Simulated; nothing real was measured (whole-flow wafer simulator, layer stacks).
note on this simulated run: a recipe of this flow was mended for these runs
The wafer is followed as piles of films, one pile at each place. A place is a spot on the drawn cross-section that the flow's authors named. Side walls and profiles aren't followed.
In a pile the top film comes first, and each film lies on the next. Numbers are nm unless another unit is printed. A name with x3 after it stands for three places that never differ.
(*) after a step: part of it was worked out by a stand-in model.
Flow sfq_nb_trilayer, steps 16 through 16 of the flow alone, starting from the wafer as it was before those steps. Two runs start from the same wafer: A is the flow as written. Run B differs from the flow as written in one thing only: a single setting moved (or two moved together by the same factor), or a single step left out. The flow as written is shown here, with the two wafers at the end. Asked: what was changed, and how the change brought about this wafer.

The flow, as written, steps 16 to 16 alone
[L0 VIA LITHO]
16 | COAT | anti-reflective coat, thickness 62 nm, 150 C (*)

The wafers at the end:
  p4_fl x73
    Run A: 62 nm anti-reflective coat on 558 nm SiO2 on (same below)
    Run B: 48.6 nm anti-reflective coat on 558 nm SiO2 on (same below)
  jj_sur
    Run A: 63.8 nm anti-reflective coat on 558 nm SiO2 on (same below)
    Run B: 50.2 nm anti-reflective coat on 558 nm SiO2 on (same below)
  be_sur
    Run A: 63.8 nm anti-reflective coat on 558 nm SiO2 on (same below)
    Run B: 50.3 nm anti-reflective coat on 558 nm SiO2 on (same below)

Cause: step 16, COAT: thickness 48.6 nm was run, though the flow has thickness 62 nm.
One can read it off the wafer: p4_fl x73 has anti-reflective coat 48.6, and step 16 as written asks for 62 nm.

How this came from the change, step by step:
  16 | COAT | anti-reflective coat, thickness 62 nm, 150 C (*)
      p4_fl x73: A +62 anti-reflective coat (new film) | B +48.6 anti-reflective coat (new film)
      jj_sur, ce_l, c5j, ce_r, sp_r, be_r, r_sur, res: A +63.8 anti-reflective coat (new film) | B +50.2 anti-reflective coat (new film)
      (also at 25 further places)
